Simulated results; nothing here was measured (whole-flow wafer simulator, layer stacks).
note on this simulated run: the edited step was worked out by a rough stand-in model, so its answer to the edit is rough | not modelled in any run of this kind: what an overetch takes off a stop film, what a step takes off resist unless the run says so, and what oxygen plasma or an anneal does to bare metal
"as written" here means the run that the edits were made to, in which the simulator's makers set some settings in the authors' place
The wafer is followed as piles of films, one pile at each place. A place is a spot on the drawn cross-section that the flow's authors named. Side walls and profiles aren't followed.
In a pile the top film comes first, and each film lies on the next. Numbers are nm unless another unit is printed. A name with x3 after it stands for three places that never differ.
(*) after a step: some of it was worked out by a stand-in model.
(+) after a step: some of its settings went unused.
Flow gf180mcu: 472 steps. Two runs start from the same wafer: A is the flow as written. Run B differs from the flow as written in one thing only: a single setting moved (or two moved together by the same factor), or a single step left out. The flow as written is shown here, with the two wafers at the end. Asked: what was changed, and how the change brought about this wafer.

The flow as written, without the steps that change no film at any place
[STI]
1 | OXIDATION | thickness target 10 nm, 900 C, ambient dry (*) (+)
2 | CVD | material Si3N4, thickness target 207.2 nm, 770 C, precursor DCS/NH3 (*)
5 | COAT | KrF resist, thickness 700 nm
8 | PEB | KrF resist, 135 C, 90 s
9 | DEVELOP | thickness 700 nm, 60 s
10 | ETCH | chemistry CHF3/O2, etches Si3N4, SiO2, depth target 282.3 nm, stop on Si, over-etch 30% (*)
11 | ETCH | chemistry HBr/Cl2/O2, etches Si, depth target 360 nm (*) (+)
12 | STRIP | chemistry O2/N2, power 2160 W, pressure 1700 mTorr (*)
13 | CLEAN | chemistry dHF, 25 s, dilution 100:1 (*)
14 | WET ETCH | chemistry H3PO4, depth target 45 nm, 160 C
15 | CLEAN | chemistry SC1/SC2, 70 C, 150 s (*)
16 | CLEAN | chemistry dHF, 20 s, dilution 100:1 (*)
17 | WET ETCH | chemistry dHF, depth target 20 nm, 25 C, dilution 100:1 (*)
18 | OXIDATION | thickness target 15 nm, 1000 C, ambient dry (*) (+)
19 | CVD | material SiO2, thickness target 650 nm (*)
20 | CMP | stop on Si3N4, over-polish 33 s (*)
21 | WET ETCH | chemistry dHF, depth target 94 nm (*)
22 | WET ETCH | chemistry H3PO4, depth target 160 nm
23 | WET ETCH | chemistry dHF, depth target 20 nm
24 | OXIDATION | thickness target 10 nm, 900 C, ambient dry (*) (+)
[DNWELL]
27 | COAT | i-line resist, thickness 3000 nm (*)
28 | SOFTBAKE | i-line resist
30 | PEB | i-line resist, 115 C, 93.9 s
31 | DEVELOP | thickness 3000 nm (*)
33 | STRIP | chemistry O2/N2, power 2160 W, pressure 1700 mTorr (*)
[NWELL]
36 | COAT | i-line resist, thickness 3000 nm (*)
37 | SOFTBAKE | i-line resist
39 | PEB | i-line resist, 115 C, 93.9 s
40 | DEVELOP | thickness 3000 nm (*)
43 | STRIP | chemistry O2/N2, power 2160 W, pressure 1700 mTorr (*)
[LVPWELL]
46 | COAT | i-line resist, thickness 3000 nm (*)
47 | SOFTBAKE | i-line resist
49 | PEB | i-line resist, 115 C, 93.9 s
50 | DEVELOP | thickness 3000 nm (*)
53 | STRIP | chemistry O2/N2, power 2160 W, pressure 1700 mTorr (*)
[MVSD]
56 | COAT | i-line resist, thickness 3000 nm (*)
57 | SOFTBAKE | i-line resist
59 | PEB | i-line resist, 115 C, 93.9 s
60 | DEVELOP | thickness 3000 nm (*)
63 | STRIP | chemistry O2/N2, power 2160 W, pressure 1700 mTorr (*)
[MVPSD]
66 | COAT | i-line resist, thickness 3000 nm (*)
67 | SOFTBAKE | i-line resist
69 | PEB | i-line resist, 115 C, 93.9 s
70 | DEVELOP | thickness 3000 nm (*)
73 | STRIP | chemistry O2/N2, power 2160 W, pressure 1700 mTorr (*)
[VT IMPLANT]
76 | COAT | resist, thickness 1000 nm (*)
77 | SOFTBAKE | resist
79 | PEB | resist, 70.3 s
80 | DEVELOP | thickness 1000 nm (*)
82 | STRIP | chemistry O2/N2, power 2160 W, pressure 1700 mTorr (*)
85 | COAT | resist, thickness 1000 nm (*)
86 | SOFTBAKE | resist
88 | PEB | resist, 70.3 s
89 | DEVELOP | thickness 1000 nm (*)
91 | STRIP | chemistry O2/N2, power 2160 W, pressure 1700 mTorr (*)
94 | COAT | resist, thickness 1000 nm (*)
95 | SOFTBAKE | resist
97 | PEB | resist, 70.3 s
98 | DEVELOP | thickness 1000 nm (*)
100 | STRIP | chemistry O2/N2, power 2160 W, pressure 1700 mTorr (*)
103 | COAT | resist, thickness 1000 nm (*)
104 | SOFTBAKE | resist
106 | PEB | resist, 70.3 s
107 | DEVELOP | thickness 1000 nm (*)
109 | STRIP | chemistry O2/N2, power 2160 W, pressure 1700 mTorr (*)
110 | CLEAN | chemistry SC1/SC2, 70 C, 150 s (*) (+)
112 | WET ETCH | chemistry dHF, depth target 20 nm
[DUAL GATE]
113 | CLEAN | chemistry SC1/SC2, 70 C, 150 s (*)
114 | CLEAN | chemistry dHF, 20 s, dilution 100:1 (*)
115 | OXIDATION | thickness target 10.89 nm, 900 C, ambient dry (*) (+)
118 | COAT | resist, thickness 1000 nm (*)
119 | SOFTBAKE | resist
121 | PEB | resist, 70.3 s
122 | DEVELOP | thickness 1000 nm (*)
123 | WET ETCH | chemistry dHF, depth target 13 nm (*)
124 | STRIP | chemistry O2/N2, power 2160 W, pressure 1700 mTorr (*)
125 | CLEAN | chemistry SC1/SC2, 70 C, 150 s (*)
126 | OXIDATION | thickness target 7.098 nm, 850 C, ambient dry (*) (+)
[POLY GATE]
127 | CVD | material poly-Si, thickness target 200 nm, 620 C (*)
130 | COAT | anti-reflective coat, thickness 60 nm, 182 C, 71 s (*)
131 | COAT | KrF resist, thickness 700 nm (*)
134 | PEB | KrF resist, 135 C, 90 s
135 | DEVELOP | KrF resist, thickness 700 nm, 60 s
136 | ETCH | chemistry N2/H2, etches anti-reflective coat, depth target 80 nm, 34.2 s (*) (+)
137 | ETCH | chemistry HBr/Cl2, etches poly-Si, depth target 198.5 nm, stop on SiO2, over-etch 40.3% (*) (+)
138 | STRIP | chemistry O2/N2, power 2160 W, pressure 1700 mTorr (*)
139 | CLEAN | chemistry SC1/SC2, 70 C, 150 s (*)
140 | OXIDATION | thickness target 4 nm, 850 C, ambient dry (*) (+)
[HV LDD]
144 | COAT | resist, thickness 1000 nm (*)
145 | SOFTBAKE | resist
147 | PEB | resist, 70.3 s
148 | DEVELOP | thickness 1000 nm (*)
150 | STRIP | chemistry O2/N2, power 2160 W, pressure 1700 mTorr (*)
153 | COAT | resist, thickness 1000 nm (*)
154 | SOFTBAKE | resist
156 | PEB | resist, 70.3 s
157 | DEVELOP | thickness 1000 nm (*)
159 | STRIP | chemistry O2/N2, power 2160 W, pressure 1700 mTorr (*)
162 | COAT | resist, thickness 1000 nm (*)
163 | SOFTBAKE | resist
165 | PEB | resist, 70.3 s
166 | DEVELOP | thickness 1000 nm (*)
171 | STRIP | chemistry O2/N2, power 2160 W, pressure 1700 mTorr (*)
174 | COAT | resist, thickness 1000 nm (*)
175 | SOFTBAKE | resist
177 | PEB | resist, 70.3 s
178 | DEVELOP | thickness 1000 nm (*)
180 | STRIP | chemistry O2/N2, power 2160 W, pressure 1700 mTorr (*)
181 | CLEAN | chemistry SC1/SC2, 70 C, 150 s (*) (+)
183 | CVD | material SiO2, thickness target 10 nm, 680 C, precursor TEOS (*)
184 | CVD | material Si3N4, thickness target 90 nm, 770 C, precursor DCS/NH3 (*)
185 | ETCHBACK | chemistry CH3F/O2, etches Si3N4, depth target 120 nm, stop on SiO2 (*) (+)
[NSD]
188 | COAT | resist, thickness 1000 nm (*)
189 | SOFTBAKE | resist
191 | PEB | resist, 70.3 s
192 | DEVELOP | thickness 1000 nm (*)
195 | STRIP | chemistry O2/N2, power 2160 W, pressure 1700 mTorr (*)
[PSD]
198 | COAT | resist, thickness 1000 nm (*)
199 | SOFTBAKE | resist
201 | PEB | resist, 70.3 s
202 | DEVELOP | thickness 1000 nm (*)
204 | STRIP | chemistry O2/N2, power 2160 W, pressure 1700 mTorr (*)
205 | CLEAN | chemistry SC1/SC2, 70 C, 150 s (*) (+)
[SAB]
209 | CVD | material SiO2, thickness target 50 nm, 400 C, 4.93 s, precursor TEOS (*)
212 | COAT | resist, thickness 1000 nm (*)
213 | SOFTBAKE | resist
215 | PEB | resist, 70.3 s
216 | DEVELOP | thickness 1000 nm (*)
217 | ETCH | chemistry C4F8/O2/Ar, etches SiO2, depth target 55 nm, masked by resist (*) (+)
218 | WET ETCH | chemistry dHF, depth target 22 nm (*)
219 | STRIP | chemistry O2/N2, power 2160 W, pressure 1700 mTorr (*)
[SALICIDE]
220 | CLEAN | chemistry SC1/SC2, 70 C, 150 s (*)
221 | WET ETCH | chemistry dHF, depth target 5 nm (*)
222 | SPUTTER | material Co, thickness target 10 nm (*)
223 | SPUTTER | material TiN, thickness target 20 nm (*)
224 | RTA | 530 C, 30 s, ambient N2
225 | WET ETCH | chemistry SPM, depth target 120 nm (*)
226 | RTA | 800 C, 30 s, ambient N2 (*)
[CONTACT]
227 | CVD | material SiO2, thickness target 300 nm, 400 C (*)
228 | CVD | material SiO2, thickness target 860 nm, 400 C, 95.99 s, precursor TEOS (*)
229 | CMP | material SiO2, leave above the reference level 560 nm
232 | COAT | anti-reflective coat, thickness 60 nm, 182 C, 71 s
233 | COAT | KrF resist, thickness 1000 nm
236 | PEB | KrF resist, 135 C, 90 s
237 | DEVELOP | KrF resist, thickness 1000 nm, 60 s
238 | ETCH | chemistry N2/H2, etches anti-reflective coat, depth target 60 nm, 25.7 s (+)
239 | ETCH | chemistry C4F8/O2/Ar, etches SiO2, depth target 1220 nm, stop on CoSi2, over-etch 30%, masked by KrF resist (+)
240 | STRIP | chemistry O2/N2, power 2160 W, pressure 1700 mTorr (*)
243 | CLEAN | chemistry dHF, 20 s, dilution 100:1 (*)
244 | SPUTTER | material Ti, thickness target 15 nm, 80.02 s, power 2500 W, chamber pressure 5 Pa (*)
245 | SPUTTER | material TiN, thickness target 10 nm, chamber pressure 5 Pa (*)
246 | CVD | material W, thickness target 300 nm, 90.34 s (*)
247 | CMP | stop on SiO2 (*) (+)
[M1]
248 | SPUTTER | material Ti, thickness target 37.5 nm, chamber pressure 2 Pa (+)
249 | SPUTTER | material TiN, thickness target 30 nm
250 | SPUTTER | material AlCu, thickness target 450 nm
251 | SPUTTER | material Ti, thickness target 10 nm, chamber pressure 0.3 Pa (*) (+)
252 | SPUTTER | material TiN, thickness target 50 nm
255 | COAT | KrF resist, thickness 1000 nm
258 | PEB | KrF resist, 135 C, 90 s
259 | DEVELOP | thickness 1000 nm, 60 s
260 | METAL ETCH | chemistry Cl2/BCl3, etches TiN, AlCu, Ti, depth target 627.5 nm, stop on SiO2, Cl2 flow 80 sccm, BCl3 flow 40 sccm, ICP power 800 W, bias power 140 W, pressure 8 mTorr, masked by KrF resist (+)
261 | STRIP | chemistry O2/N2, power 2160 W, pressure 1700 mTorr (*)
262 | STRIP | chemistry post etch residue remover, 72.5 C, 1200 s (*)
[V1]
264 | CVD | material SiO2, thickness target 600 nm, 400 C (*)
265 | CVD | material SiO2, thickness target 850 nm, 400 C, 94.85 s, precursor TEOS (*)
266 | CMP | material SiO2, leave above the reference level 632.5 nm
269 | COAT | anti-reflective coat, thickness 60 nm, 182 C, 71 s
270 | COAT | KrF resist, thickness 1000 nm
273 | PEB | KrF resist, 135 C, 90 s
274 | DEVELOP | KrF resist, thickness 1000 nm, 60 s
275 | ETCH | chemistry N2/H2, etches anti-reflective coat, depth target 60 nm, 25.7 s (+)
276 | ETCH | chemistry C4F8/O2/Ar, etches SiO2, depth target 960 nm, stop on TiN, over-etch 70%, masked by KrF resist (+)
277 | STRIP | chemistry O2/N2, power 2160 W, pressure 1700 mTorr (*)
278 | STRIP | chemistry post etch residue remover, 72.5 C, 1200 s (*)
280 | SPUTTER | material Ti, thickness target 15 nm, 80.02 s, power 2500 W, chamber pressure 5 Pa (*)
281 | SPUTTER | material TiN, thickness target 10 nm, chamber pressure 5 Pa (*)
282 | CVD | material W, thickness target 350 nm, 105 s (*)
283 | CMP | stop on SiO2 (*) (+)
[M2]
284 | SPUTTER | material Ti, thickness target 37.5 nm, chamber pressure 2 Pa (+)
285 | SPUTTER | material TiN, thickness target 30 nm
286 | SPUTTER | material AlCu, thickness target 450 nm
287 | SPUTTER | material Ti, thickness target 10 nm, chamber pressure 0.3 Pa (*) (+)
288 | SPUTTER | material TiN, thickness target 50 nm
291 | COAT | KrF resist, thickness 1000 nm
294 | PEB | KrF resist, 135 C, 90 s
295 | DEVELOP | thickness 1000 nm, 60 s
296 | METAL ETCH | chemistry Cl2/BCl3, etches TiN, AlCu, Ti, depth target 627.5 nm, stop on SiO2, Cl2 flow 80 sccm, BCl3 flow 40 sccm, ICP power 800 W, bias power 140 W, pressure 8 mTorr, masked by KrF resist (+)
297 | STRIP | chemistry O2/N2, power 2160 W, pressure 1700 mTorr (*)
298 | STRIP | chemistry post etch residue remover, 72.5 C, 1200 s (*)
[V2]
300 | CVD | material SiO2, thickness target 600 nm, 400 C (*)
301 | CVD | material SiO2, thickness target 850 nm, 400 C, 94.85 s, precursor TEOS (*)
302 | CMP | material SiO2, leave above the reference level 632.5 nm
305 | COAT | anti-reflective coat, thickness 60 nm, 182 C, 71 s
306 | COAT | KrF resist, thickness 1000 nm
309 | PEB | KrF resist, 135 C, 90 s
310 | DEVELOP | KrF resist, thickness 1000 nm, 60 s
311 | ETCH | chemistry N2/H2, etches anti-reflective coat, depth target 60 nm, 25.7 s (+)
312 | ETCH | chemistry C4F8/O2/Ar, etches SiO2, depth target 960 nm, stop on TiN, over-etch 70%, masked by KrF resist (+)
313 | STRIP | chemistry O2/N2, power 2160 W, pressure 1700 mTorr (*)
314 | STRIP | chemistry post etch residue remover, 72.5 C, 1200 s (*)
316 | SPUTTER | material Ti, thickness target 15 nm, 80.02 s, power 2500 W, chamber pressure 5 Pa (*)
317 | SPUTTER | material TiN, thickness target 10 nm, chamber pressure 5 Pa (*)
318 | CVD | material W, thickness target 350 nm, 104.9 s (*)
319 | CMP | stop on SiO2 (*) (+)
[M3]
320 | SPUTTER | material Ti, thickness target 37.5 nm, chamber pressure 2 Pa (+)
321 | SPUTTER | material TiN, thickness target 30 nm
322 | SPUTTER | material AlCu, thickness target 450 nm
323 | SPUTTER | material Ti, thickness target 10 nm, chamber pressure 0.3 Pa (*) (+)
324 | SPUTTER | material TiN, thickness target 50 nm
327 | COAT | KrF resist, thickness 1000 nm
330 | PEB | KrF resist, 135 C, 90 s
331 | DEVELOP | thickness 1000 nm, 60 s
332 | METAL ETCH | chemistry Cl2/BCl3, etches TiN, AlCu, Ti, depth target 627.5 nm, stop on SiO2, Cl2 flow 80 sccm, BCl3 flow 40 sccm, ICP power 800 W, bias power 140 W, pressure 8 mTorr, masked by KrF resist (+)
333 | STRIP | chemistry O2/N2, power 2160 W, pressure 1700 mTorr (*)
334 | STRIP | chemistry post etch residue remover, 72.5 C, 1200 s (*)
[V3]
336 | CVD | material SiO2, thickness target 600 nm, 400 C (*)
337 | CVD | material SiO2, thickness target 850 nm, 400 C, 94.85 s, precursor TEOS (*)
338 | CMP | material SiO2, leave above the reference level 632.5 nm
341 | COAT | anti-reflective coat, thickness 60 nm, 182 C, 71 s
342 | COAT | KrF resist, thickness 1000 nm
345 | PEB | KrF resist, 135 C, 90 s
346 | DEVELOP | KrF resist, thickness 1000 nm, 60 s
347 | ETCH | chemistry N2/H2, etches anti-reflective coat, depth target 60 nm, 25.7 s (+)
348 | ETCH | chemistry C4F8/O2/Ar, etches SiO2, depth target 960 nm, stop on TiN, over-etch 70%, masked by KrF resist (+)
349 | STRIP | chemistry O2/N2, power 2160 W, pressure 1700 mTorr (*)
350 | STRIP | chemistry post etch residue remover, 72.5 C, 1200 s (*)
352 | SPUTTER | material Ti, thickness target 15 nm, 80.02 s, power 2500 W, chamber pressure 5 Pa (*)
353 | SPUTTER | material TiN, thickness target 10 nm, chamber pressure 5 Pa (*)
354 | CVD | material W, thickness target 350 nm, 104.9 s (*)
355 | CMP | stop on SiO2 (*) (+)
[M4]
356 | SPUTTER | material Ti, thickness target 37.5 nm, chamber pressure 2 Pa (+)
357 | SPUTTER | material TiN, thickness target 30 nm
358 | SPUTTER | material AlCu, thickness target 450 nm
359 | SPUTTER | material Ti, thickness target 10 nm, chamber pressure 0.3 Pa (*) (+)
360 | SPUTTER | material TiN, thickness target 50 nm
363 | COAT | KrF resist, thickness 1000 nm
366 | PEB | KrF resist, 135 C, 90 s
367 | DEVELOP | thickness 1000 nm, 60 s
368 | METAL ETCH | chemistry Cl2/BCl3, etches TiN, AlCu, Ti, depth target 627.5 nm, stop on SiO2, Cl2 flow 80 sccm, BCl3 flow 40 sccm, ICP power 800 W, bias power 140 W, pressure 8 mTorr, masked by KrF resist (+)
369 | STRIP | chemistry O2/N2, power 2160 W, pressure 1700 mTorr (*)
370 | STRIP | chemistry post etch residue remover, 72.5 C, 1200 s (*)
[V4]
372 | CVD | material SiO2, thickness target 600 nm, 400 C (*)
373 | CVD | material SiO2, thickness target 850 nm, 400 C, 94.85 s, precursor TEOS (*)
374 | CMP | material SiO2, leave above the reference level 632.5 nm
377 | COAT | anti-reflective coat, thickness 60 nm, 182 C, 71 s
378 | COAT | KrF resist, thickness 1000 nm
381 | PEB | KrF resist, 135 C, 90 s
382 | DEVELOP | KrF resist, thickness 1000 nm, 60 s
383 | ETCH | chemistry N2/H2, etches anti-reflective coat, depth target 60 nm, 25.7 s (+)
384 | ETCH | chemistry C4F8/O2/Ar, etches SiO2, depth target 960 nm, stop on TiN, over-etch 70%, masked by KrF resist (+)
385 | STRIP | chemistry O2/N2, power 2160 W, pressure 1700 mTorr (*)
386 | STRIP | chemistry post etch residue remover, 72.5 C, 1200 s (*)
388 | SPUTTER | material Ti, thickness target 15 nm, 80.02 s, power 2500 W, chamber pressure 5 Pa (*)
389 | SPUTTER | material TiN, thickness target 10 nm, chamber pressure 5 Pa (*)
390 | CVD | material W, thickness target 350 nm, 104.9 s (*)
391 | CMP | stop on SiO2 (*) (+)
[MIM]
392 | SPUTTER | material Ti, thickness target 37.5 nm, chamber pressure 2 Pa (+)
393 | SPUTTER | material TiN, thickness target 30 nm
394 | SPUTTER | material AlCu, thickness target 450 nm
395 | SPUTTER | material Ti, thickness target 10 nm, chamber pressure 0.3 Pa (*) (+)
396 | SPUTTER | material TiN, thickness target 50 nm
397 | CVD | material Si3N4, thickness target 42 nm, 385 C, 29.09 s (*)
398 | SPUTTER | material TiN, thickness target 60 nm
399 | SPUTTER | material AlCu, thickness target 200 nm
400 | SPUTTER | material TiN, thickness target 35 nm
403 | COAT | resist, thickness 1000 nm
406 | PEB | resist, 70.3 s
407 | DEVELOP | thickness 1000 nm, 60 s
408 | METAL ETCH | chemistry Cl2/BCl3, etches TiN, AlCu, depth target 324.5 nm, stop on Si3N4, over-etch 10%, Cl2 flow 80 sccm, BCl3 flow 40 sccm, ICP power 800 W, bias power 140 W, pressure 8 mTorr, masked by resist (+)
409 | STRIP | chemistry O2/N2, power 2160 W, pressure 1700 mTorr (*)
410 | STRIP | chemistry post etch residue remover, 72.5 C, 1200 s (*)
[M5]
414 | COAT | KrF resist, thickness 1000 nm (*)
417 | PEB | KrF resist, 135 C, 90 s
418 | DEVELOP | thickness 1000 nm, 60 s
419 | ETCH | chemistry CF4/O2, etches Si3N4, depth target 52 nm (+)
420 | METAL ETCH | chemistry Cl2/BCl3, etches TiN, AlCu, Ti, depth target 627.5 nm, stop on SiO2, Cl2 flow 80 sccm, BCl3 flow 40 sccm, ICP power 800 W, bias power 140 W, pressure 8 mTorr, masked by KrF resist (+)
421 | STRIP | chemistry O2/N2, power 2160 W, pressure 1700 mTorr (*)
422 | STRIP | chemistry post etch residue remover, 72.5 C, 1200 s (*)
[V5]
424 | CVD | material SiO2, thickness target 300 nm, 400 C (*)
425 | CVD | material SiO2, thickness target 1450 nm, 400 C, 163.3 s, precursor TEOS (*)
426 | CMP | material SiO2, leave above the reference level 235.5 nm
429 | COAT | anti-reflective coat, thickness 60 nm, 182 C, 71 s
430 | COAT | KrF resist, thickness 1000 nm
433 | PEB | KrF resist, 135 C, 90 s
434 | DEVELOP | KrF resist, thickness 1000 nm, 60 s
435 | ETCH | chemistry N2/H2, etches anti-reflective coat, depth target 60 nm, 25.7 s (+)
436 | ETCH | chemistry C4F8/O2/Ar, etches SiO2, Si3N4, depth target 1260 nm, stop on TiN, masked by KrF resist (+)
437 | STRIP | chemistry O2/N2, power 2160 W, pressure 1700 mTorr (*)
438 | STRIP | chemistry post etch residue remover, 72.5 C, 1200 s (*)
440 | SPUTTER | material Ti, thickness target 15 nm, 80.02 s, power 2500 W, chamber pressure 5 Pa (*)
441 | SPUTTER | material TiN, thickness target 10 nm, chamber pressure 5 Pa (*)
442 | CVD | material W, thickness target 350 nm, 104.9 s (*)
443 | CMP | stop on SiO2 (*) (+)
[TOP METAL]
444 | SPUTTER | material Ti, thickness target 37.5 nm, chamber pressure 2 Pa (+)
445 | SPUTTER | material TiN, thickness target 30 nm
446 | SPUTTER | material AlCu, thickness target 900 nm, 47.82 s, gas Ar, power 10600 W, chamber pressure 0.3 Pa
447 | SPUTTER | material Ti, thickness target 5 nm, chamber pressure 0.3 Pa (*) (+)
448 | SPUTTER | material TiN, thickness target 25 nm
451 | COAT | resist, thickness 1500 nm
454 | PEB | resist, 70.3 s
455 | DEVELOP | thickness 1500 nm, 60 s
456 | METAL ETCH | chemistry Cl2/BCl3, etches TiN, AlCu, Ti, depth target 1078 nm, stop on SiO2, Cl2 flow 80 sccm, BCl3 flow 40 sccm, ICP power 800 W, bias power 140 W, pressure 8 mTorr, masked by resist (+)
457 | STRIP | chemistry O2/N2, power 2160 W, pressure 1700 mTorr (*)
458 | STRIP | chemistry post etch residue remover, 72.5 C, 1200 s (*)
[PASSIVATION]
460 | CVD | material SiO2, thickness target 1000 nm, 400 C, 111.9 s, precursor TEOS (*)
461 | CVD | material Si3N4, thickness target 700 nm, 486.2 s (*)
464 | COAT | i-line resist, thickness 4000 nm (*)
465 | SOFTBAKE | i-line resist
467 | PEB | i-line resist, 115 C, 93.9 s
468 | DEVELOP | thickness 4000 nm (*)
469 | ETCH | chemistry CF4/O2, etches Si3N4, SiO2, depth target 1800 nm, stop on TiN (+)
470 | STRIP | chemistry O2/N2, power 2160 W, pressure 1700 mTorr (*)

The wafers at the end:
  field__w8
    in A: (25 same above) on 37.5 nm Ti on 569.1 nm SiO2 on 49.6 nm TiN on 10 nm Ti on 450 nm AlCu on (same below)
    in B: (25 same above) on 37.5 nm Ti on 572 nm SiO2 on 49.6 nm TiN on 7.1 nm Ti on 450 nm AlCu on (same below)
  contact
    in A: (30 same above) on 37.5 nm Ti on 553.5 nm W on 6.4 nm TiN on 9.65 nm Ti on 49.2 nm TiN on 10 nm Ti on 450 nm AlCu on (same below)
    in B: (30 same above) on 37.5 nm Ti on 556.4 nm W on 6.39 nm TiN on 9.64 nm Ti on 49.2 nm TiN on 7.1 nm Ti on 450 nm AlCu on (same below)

Cause: step 287, SPUTTER: thickness target 7.1 nm was run, though the flow has thickness target 10 nm.
One can read it off the wafer: field__w8 has Ti 7.1, and step 287 as written asks for 10 nm.

The path from the change to this, step by step:
  287 | SPUTTER | material Ti, thickness target 10 nm, chamber pressure 0.3 Pa (*) (+)
      field, field__w1, field__w2 and 108 more: A +10 Ti (new film) | B +7.1 Ti (new film)
  296 | METAL ETCH | chemistry Cl2/BCl3, etches TiN, AlCu, Ti, depth target 627.5 nm, stop on SiO2, Cl2 flow 80 sccm, BCl3 flow 40 sccm, ICP power 800 W, bias power 140 W, pressure 8 mTorr, masked by KrF resist (+)
      field, field__w1, field__w2 and 103 more: A -50 TiN (all of it), -10 Ti (all of it), -450 AlCu (all of it), -30 TiN (all of it), -37.5 Ti (all of it) | B -50 TiN (all of it), -7.1 Ti (all of it), -450 AlCu (all of it), -30 TiN (all of it), -37.5 Ti (all of it)
